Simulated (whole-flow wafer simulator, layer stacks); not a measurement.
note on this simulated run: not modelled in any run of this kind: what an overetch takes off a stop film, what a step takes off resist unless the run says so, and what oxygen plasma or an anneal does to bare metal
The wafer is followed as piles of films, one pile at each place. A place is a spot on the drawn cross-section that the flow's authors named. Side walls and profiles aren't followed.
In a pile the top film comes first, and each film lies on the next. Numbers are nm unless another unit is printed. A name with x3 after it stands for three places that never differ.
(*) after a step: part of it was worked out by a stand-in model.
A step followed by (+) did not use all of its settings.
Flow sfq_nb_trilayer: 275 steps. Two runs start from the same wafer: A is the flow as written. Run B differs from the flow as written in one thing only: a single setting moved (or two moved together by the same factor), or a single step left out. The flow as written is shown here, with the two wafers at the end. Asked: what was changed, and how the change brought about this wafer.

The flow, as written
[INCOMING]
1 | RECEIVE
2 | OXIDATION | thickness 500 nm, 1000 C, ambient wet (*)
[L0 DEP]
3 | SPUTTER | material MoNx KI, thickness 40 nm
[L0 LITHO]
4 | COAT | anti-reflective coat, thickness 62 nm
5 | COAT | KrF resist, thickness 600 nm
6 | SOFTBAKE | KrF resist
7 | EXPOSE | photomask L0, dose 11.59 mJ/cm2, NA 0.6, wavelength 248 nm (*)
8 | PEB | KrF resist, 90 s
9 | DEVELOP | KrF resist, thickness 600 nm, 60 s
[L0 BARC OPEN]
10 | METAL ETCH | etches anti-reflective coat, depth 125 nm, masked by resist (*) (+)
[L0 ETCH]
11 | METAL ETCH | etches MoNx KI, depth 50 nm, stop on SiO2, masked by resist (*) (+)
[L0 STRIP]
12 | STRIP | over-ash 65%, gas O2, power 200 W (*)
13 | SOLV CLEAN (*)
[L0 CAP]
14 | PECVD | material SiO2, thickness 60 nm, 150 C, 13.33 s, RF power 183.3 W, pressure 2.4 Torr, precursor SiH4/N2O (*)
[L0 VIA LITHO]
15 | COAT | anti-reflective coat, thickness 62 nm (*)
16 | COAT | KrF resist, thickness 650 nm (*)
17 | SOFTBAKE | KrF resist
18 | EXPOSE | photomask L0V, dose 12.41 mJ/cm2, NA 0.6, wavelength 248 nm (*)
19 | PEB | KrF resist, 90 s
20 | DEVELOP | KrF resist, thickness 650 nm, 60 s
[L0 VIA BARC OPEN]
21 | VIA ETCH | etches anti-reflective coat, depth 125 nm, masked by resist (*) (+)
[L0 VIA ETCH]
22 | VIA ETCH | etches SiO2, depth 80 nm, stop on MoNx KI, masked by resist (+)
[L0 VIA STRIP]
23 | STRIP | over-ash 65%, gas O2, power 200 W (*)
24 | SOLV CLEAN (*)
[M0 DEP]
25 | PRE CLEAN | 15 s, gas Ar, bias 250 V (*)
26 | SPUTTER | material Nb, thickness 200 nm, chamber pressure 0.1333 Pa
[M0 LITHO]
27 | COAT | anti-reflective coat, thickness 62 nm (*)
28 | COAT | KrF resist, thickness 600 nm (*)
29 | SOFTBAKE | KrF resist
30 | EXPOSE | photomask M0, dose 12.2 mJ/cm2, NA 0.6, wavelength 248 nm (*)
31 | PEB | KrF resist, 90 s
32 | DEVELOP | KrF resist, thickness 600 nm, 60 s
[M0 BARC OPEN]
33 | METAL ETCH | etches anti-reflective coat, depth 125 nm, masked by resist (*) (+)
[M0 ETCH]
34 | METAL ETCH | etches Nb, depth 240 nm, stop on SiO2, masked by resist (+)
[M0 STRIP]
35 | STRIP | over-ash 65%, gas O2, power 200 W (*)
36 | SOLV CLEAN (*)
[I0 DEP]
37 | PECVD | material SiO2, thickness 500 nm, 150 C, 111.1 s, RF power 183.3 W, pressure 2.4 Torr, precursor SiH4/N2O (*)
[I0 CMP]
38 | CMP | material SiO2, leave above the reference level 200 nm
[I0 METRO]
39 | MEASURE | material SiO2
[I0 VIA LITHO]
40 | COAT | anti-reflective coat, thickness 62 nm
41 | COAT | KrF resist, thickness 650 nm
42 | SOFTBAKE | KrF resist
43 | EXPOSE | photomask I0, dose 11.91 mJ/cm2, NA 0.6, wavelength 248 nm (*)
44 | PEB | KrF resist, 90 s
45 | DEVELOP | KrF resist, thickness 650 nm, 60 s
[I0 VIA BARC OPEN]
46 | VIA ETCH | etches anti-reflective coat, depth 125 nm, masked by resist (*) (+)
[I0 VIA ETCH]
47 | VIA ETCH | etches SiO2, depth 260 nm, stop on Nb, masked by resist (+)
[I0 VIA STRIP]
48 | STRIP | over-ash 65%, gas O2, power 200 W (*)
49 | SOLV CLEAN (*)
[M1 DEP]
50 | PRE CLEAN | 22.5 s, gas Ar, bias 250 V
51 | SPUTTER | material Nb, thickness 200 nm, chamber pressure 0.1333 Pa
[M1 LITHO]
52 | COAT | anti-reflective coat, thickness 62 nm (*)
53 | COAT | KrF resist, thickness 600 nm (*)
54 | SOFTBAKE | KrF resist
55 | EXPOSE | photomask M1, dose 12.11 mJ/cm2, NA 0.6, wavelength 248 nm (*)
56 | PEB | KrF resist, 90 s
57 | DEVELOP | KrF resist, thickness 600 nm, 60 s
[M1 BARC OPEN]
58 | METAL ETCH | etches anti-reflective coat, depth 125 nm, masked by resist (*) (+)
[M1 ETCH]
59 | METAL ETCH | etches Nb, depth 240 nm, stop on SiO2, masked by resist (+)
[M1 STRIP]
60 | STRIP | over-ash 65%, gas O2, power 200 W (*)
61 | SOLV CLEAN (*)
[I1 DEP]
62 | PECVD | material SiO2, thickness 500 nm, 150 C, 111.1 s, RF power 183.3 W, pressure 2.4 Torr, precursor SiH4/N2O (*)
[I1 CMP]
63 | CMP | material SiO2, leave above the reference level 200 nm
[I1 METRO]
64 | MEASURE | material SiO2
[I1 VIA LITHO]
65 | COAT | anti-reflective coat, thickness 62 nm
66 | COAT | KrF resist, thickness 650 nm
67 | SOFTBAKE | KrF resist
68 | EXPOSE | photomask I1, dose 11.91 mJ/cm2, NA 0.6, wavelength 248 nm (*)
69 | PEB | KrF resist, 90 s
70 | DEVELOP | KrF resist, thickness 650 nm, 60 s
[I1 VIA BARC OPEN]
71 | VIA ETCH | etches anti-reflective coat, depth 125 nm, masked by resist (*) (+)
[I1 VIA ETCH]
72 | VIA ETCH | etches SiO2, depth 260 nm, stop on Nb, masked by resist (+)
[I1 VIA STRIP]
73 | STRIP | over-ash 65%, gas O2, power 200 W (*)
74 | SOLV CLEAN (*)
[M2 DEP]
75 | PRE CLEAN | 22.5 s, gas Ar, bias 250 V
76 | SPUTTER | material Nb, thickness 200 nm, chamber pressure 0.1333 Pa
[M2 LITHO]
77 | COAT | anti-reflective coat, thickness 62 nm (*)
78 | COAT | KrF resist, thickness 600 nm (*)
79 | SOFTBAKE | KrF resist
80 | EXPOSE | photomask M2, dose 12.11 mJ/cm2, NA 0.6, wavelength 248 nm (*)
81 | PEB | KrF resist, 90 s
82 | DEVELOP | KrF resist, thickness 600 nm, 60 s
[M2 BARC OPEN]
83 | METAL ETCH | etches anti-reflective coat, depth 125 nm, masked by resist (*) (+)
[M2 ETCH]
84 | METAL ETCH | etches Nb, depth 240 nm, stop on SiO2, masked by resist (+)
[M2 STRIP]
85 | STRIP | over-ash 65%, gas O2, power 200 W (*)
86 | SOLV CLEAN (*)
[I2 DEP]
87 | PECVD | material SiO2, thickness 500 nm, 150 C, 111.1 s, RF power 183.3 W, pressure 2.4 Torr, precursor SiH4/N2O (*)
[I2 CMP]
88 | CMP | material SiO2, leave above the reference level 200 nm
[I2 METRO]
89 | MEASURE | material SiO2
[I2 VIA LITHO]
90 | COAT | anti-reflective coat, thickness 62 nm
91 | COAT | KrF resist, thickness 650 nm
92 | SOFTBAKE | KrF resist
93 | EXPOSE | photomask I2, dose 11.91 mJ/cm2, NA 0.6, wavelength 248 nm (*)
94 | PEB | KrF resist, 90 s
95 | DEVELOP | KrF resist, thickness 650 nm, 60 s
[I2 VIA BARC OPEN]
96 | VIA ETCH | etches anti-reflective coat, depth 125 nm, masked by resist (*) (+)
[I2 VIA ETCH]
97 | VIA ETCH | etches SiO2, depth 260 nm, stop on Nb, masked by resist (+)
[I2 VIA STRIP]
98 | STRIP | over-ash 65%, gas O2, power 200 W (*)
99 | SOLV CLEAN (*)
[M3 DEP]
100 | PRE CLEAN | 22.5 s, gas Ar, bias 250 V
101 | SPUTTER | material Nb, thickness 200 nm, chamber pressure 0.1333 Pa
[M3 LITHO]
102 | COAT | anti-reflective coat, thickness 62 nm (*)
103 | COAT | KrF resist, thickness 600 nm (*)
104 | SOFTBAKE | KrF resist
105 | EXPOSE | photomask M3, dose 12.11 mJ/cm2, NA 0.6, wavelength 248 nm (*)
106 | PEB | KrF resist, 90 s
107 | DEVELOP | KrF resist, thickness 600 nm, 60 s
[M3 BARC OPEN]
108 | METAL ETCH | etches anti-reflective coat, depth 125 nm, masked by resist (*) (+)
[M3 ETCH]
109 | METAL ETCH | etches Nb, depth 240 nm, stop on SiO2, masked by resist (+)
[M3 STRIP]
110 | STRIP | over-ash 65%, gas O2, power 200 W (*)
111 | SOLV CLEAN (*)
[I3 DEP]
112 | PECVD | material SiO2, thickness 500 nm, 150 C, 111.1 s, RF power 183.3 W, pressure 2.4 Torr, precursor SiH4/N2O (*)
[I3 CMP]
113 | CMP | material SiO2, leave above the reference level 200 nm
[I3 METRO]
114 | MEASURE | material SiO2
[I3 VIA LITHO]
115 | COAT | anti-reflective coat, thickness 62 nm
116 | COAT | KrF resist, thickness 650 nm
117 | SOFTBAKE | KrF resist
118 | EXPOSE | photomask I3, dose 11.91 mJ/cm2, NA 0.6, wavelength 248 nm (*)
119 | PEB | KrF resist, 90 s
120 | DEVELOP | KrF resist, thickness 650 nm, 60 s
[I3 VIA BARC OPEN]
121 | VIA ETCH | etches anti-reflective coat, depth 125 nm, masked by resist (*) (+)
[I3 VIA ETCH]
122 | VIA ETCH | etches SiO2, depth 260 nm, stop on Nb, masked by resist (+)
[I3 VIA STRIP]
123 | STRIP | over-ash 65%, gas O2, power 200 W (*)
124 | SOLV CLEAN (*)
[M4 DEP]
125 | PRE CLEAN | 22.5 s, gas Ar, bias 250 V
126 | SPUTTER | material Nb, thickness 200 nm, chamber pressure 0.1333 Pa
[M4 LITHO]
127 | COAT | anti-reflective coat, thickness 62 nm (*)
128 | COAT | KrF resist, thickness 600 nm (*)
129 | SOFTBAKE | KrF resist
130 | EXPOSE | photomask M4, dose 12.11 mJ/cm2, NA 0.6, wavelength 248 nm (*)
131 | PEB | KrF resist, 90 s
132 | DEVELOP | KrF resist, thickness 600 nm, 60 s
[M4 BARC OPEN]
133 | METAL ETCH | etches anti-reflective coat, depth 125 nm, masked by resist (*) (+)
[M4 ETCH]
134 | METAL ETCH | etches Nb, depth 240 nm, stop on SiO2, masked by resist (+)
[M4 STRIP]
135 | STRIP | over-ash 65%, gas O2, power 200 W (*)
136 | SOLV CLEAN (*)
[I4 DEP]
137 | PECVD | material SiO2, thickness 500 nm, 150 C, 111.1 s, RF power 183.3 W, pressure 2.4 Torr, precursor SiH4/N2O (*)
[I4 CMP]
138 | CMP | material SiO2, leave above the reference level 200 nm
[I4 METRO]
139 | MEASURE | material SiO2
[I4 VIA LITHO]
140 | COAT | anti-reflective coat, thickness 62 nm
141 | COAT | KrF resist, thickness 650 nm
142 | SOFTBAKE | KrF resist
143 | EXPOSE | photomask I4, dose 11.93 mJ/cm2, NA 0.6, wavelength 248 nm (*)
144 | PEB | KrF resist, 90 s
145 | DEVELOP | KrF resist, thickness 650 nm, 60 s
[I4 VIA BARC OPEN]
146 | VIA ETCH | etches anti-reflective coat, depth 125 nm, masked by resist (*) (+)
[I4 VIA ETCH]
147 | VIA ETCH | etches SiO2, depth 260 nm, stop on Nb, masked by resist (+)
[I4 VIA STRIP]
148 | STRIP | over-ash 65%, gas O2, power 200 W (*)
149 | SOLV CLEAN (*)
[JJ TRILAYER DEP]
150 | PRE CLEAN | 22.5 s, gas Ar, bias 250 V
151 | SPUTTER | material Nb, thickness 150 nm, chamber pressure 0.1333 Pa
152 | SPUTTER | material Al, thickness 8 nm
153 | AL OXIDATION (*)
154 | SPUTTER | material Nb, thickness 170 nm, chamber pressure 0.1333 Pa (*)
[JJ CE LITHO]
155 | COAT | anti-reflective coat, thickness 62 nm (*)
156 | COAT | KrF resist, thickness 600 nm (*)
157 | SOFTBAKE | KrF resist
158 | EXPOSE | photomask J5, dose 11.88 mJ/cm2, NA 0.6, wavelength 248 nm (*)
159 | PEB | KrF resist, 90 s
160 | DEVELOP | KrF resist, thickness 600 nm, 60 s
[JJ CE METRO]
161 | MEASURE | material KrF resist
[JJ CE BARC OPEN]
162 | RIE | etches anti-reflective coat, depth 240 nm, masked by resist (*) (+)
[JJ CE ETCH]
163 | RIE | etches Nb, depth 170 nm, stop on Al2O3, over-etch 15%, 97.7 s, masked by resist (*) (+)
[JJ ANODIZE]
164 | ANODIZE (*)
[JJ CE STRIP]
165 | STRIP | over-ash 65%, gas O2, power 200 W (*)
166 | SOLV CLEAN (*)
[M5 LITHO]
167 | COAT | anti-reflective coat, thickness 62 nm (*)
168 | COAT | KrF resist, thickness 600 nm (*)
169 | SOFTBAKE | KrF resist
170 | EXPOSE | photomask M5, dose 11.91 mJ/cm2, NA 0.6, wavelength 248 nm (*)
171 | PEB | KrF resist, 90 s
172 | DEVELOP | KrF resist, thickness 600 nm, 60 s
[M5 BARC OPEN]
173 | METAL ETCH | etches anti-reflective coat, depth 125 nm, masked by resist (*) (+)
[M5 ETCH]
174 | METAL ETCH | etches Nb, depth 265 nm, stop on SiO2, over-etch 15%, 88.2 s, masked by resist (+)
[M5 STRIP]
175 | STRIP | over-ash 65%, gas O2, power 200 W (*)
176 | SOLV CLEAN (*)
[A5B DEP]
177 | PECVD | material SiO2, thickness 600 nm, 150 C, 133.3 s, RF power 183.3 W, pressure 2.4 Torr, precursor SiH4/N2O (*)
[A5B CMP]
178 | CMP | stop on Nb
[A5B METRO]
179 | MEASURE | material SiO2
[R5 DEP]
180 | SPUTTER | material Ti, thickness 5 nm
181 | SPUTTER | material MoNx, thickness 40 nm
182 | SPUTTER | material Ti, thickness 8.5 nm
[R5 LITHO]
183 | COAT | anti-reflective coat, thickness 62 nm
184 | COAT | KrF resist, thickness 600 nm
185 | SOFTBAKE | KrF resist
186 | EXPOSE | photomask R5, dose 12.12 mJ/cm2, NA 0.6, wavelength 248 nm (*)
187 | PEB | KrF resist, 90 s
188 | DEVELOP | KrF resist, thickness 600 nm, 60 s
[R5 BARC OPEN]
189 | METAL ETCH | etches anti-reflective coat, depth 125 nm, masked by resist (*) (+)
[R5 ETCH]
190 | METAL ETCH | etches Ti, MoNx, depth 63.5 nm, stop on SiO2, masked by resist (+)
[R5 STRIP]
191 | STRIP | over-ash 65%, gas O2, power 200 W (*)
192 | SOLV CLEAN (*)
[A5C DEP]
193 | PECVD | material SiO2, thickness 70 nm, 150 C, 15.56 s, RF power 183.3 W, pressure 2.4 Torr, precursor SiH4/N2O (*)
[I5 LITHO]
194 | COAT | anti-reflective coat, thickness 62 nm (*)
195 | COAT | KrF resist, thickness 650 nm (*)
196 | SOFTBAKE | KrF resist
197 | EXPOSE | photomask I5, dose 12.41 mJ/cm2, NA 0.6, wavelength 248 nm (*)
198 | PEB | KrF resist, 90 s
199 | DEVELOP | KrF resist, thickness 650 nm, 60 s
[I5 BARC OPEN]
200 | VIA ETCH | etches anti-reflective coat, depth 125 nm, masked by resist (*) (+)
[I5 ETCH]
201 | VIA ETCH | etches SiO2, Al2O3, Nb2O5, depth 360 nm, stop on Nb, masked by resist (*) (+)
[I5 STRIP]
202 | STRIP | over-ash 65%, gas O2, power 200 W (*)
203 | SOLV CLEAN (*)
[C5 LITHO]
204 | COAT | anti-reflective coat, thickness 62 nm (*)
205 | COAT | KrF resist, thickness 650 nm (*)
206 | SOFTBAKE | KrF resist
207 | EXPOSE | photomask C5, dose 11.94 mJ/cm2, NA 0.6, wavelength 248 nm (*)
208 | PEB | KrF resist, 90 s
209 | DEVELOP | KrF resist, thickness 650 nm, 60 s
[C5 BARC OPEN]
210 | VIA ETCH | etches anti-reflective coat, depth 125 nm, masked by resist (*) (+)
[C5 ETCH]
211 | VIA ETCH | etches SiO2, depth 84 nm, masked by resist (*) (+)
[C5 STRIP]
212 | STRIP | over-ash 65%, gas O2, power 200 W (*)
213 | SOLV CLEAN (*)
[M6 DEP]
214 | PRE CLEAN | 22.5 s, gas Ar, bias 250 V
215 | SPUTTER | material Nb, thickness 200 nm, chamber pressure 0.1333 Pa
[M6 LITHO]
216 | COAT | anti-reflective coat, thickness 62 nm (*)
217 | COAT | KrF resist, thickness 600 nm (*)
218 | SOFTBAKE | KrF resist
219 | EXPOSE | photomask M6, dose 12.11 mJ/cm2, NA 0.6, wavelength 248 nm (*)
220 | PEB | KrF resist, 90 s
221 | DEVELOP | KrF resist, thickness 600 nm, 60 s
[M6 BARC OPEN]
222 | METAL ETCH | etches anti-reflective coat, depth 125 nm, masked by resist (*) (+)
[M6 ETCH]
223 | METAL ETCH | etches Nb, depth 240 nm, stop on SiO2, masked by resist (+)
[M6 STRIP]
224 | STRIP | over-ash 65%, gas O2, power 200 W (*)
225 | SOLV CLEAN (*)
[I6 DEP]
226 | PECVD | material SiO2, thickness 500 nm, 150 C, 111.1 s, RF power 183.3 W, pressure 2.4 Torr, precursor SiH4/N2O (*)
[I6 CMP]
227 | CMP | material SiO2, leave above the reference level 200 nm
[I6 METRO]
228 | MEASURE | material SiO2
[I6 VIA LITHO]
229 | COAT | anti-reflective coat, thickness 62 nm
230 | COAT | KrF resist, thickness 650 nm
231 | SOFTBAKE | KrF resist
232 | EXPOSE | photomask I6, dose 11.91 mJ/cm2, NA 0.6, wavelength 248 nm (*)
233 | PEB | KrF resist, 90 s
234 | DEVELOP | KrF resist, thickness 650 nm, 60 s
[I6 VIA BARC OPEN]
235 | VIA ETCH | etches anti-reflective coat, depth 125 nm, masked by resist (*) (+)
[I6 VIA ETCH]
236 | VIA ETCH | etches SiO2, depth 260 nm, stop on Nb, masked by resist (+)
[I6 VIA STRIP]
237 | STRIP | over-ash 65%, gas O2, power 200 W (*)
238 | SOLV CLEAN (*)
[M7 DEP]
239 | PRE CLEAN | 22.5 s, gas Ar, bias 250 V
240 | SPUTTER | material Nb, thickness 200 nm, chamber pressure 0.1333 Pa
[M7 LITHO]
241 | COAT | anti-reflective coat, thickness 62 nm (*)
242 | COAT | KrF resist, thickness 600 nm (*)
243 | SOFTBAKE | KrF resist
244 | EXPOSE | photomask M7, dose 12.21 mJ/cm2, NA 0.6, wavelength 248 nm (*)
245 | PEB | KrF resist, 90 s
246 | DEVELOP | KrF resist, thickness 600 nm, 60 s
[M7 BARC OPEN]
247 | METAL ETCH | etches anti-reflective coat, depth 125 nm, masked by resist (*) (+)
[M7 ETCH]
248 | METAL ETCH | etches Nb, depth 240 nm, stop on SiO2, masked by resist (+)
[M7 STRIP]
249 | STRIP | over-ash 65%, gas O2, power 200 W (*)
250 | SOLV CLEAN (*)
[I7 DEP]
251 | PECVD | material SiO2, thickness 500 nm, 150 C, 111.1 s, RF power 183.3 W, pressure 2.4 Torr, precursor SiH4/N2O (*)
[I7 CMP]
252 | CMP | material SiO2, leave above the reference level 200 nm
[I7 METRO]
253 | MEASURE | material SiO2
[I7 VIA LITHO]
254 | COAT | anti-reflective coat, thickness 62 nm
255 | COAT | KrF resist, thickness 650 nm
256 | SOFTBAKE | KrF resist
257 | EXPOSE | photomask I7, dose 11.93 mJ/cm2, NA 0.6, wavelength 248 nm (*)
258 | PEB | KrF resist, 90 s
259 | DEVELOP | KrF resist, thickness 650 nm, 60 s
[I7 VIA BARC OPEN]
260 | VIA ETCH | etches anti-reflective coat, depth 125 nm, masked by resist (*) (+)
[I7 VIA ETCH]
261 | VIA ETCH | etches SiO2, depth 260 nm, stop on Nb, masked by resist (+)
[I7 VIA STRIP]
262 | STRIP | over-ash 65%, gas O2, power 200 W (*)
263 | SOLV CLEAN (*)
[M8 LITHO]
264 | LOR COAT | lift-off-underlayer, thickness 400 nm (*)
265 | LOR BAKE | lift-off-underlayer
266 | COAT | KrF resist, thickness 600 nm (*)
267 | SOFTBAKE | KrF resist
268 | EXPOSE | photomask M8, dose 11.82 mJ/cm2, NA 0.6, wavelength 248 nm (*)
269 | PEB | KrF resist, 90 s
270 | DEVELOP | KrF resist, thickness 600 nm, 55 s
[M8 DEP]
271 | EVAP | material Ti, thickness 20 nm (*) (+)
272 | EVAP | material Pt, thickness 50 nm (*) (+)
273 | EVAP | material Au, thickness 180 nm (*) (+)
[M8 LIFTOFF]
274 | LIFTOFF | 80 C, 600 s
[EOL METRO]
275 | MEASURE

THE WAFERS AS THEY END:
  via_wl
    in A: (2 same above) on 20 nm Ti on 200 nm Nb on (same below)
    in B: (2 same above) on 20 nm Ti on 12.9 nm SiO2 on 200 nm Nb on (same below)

Cause: step 261, VIA ETCH: depth 186.9 nm was run, though the flow has depth 260 nm.

How this came from the change, step by step:
  261 | VIA ETCH | etches SiO2, depth 260 nm, stop on Nb, masked by resist (+)
      via_wl, via_w, via_wr: A -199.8 SiO2 (all of it) | B -186.9 SiO2
      field_l, v_sur, via_sp and 100 more: A -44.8 KrF resist | B -32.2 KrF resist
  262 | STRIP | over-ash 65%, gas O2, power 200 W (*)
      field_l, v_sur, via_sp and 100 more: A -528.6 KrF resist (all of it), -62 anti-reflective coat (all of it) | B -541.2 KrF resist (all of it), -62 anti-reflective coat (all of it)
With metal films that touch counted as one body, via_wl has 8 bodies (between them, from the top down: SiO2 12.9; SiO2 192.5; SiO2 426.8 / Al2O3 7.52 / Nb2O5 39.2; SiO2 192.5; SiO2 192.5; SiO2 192.5; SiO2 192.5); the flow as written gives 7 bodies (between them, from the top down: SiO2 192.5; SiO2 426.8 / Al2O3 7.52 / Nb2O5 39.2; SiO2 192.5; SiO2 192.5; SiO2 192.5; SiO2 192.5).
